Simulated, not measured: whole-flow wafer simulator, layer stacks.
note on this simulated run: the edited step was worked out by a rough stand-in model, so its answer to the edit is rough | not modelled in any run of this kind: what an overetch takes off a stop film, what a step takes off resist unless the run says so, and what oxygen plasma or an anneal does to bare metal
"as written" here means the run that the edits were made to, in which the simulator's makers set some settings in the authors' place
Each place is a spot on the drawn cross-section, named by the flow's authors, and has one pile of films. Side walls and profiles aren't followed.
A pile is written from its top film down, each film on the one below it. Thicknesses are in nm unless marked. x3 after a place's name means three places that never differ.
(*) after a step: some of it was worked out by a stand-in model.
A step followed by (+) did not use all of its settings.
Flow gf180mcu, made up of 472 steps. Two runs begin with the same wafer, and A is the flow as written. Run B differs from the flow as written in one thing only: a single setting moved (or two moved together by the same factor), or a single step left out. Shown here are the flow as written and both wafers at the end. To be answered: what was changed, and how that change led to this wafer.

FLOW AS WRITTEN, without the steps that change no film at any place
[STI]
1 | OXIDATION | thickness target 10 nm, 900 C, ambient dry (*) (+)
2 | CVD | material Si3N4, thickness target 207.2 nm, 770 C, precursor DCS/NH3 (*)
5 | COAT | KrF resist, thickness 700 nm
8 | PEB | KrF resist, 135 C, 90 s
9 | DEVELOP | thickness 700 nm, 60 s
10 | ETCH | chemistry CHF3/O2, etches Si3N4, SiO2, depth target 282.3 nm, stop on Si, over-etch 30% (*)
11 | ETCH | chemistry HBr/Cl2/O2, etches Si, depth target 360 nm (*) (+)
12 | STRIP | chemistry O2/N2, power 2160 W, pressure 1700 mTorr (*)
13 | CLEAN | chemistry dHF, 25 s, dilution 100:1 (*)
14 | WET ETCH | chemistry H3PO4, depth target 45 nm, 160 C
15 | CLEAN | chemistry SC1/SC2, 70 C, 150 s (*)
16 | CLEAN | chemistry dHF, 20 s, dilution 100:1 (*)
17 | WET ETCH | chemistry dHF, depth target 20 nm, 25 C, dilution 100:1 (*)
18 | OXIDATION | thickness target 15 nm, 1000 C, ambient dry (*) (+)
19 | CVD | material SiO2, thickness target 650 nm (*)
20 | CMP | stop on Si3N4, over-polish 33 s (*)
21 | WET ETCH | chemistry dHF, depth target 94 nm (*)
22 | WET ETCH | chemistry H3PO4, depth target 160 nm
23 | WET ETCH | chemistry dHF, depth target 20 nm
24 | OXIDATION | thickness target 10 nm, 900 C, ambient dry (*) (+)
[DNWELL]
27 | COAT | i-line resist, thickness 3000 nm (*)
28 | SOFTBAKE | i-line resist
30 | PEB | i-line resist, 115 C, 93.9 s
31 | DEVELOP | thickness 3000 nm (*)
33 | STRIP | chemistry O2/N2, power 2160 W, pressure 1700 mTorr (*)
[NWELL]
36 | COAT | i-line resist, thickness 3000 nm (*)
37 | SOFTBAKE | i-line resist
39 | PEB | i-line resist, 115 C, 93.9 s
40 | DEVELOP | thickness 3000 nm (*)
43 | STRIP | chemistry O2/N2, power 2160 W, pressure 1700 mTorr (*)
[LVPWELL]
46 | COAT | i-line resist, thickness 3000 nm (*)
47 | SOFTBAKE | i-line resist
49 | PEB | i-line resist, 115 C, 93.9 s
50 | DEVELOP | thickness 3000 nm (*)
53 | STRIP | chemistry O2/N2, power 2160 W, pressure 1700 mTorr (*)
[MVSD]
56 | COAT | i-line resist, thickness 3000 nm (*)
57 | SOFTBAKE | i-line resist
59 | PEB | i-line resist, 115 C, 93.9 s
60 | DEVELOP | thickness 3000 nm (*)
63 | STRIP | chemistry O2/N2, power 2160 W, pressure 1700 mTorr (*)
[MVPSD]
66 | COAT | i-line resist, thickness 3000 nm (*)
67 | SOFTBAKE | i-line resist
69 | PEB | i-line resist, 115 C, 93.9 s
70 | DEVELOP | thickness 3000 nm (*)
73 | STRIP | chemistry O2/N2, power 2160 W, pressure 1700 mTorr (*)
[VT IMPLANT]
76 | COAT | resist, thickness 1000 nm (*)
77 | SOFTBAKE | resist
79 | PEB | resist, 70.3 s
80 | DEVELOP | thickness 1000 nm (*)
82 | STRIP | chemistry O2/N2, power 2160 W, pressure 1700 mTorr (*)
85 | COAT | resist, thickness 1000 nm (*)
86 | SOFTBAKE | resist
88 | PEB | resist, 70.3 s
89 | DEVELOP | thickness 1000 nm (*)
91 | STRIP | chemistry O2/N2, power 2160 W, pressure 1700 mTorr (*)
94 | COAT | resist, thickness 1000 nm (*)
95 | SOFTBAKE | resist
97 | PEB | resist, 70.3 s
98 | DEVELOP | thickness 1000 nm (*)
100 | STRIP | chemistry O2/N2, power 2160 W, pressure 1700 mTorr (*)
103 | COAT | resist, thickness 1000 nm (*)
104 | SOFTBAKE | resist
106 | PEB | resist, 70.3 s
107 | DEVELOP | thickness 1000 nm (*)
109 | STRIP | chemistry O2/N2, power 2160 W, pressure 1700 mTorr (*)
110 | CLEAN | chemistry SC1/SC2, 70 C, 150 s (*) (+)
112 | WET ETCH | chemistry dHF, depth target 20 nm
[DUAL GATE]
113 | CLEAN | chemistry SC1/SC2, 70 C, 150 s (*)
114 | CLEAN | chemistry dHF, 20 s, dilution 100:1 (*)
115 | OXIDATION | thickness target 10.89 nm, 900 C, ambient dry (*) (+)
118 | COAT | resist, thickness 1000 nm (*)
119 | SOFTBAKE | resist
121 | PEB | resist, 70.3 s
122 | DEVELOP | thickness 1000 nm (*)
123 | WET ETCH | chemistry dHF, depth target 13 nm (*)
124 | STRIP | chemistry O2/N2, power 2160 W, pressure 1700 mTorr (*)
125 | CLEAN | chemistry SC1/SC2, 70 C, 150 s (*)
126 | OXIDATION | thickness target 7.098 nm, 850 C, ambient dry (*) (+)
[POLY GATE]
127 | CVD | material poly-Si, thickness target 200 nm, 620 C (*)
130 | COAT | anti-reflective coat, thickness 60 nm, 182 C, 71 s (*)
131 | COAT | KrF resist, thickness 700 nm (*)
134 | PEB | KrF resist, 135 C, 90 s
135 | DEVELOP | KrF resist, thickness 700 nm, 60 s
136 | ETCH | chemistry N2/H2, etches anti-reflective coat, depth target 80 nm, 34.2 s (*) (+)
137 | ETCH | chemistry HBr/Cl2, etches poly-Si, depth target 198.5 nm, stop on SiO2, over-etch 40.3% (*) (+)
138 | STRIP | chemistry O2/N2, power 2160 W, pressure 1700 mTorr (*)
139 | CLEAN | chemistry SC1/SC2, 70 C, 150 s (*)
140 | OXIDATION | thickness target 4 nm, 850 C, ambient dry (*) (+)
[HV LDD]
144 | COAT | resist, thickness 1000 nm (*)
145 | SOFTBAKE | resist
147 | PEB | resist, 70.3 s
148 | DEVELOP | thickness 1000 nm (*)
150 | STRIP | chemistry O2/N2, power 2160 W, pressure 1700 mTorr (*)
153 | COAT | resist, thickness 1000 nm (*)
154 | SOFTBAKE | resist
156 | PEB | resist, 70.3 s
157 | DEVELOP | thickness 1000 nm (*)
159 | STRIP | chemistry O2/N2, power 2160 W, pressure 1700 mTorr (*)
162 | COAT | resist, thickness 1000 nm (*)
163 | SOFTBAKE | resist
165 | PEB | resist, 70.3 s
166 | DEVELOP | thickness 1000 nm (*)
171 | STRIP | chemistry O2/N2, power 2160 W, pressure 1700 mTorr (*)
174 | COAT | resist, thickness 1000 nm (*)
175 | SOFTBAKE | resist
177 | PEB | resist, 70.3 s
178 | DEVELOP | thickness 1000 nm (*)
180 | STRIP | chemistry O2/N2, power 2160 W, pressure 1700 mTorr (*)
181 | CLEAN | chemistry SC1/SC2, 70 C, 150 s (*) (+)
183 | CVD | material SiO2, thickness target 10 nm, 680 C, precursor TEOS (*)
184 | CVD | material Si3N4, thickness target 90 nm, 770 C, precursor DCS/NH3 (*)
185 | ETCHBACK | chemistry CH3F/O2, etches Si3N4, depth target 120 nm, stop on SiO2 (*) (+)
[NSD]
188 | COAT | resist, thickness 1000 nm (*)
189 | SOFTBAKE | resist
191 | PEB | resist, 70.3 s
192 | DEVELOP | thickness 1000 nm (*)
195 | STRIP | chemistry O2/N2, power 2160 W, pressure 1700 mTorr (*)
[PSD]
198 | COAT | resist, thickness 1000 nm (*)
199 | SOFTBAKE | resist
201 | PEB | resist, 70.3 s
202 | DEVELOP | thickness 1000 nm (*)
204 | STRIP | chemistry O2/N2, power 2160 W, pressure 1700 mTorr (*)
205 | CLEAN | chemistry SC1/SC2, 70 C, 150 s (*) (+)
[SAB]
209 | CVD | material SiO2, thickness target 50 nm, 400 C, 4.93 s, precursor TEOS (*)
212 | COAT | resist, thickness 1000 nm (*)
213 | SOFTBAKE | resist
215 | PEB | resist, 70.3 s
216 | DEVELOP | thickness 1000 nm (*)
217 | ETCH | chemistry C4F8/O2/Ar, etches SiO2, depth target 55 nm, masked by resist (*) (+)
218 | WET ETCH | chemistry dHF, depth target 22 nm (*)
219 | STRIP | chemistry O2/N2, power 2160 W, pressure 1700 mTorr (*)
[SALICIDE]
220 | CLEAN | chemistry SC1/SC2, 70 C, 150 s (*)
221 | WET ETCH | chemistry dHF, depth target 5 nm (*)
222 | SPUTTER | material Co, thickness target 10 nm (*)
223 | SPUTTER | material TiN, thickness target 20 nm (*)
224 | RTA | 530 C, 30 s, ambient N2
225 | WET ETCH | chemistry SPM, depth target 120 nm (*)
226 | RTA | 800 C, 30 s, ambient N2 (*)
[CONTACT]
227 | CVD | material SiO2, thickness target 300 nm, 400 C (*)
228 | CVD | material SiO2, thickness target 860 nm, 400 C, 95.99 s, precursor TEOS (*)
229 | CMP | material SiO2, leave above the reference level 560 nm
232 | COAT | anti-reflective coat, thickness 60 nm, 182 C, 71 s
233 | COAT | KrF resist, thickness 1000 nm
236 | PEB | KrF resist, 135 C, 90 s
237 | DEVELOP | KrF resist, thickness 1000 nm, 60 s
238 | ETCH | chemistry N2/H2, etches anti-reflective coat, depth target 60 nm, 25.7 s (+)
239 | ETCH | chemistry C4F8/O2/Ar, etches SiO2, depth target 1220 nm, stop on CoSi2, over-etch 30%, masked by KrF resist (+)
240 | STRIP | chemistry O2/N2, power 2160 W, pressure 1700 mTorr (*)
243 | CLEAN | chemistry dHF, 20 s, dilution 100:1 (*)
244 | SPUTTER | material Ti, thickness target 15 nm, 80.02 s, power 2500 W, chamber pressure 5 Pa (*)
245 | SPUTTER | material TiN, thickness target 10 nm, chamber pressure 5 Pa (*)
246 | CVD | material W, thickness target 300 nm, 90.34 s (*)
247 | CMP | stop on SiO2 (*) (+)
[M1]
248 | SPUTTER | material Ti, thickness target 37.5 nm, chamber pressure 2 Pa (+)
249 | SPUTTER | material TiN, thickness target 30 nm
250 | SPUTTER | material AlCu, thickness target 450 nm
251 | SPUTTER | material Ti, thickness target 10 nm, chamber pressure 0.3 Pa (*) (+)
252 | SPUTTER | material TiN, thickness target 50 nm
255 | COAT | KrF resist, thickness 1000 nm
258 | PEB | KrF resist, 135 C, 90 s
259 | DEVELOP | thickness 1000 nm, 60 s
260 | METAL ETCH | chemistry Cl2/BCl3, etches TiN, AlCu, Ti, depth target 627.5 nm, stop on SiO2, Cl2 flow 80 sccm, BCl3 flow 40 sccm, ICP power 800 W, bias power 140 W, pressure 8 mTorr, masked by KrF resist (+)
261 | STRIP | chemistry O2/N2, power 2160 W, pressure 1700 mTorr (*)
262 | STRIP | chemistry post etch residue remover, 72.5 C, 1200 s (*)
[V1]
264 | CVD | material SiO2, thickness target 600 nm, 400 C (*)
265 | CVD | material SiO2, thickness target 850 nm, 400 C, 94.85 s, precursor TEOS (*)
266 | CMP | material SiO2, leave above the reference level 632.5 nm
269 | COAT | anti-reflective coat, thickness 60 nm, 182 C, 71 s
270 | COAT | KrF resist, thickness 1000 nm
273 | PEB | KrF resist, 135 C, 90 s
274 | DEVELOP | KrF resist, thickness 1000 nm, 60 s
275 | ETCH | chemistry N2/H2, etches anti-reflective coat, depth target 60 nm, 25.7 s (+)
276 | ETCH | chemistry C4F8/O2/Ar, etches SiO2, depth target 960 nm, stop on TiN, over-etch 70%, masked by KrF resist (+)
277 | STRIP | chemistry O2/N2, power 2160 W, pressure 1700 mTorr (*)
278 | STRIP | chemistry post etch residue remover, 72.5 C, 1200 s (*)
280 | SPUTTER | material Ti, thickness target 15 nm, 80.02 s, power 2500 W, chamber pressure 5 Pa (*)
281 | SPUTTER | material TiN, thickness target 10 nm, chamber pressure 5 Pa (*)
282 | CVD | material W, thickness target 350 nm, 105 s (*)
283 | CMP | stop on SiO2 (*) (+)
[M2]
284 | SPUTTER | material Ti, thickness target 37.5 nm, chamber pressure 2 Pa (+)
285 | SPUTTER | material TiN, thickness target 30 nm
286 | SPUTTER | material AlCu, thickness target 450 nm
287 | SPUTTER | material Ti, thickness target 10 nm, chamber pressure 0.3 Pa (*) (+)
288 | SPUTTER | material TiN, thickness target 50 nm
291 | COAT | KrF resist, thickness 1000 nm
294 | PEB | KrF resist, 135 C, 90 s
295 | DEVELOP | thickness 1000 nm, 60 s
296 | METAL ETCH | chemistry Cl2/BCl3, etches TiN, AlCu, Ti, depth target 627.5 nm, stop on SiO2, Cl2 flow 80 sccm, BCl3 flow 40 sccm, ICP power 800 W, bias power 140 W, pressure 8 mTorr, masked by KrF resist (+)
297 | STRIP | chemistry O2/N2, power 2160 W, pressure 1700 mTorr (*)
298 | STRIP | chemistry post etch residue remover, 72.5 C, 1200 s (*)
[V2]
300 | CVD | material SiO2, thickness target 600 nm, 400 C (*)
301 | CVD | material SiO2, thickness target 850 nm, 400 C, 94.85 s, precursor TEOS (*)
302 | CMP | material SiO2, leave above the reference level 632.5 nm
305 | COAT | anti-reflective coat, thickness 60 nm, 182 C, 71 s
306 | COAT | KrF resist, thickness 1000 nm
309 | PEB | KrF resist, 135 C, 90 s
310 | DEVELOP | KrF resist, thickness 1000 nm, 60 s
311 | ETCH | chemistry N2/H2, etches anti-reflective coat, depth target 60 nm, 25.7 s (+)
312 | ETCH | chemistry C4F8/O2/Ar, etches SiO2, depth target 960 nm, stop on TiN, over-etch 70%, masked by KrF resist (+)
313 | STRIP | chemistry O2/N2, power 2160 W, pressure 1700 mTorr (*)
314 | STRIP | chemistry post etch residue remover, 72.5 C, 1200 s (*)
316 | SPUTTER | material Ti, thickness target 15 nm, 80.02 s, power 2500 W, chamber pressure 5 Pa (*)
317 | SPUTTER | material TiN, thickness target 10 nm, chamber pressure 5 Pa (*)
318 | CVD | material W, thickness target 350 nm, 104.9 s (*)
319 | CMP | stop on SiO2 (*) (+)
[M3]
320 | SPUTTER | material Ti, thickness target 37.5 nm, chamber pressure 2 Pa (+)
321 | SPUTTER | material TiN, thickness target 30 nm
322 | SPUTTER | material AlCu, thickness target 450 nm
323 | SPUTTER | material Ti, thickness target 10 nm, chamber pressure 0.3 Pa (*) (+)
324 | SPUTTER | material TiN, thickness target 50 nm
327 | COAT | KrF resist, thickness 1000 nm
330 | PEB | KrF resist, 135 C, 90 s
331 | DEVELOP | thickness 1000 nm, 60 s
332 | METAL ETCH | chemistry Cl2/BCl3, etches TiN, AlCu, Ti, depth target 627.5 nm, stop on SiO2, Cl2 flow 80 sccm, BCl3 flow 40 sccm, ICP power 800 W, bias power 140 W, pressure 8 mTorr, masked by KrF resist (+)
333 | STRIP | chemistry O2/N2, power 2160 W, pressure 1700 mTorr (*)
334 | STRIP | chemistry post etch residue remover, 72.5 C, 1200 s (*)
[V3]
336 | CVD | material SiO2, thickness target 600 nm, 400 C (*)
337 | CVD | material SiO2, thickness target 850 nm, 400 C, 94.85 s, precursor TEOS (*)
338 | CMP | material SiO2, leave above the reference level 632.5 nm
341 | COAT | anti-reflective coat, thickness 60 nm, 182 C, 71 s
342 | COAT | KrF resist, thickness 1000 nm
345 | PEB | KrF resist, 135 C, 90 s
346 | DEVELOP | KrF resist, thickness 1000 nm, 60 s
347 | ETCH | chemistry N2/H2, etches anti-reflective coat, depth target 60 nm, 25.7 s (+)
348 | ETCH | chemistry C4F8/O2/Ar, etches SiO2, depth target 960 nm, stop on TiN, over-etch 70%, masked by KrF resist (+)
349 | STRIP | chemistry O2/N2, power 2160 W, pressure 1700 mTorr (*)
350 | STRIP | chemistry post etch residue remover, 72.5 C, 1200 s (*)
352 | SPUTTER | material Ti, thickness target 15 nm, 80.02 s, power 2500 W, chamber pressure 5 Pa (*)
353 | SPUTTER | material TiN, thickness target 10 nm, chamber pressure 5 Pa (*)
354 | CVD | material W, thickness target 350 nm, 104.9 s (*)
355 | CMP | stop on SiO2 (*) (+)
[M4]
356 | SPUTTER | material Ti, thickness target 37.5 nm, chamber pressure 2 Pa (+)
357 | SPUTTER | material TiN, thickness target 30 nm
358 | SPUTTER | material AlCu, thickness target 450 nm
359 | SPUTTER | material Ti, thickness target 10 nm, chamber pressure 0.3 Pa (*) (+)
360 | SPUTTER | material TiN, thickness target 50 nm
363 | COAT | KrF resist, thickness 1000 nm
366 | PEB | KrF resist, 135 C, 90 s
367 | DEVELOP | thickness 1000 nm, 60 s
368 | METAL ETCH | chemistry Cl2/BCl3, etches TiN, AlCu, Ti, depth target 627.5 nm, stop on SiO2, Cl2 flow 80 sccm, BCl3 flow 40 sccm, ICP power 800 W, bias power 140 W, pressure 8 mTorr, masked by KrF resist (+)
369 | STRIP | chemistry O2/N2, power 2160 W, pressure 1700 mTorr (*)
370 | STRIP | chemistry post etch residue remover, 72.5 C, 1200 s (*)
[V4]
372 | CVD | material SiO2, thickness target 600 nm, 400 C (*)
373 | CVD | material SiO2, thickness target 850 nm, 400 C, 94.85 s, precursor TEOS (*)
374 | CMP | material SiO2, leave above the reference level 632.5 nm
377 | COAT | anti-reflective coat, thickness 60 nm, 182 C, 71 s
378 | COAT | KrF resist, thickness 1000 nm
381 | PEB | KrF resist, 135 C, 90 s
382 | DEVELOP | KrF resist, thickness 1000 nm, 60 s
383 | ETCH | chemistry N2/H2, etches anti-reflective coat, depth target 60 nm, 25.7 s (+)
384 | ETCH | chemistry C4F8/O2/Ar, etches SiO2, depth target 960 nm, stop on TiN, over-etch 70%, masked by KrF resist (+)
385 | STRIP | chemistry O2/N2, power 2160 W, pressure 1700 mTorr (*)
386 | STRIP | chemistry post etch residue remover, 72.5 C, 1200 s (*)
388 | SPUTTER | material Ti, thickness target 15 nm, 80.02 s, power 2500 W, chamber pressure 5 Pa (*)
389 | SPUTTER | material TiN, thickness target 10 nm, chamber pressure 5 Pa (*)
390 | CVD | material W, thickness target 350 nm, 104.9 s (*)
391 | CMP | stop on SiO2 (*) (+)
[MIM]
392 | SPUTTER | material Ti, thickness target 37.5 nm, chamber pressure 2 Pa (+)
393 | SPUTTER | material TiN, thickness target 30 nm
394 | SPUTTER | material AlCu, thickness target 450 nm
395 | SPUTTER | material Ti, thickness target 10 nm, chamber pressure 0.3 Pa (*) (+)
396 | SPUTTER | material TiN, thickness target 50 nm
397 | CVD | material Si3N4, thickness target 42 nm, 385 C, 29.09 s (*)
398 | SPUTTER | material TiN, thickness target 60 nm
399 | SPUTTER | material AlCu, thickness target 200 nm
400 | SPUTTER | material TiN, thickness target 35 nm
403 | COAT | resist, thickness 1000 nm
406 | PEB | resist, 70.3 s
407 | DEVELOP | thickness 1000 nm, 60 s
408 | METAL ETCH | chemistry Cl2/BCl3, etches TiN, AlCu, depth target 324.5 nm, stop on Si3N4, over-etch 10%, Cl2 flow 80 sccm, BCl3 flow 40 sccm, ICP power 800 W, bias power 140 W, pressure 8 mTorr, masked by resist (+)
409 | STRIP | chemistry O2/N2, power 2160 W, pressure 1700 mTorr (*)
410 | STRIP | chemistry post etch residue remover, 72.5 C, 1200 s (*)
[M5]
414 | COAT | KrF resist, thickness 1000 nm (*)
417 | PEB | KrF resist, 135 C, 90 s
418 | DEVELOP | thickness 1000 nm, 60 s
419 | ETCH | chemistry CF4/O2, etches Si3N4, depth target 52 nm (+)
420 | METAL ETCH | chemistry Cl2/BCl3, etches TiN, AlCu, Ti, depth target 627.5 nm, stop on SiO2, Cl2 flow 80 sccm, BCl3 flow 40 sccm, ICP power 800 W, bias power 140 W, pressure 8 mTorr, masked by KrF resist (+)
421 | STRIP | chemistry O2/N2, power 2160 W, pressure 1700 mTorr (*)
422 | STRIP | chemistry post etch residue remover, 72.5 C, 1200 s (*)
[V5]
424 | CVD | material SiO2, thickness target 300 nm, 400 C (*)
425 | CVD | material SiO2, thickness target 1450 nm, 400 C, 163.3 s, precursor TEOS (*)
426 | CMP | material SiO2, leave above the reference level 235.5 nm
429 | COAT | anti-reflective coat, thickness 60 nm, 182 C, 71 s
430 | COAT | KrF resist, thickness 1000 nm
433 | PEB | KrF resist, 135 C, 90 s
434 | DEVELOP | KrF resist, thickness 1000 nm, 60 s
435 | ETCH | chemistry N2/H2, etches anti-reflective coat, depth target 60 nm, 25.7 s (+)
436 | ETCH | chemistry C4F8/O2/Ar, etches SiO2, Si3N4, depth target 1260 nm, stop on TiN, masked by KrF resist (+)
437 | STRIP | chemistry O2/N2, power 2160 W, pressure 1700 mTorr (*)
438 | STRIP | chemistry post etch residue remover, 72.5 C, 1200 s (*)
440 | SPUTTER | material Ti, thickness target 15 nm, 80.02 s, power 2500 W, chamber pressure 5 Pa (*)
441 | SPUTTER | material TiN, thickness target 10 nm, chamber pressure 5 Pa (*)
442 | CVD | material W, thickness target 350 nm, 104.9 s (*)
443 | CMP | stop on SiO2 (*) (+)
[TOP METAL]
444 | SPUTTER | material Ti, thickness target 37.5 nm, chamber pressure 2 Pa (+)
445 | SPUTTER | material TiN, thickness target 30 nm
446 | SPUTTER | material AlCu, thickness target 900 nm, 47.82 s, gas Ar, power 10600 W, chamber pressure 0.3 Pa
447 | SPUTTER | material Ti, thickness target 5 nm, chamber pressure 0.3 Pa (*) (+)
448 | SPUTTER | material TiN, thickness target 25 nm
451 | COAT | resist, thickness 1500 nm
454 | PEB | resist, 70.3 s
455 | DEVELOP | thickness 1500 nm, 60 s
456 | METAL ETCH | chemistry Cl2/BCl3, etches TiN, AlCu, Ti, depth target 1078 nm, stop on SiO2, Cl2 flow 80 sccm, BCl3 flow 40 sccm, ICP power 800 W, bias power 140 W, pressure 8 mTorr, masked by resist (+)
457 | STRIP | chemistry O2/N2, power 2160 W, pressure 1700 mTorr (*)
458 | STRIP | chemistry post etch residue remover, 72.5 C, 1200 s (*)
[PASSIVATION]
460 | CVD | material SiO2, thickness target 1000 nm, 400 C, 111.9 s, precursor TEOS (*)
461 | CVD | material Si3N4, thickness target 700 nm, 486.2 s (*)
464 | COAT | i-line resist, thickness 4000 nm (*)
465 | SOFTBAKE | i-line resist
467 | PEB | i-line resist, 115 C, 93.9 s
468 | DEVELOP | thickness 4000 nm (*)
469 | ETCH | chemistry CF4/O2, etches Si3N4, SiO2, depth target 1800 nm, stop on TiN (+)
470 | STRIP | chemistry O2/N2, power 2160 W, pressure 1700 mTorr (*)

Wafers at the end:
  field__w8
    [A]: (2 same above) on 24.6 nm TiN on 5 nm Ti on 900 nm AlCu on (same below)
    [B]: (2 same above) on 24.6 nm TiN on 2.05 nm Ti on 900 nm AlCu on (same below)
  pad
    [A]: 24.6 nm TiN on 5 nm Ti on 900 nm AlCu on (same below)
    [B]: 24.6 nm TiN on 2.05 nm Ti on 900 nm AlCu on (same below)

What caused this: step 447, SPUTTER: thickness target 2.05 nm was run, while the flow as written has thickness target 5 nm.
The wafer lets one read it off: field__w8 has Ti 2.05, and step 447 as written asks for 5 nm.

How this came from the change, step by step:
  447 | SPUTTER | material Ti, thickness target 5 nm, chamber pressure 0.3 Pa (*) (+)
      field, field__w1, field__w2 and 109 more: A +5 Ti (new film) | B +2.05 Ti (new film)
  456 | METAL ETCH | chemistry Cl2/BCl3, etches TiN, AlCu, Ti, depth target 1078 nm, stop on SiO2, Cl2 flow 80 sccm, BCl3 flow 40 sccm, ICP power 800 W, bias power 140 W, pressure 8 mTorr, masked by resist (+)
      field, field__w1, field__w2 and 103 more: A -25 TiN (all of it), -5 Ti (all of it), -900 AlCu (all of it), -30 TiN (all of it), -37.5 Ti (all of it) | B -25 TiN (all of it), -2.05 Ti (all of it), -900 AlCu (all of it), -30 TiN (all of it), -37.5 Ti (all of it)
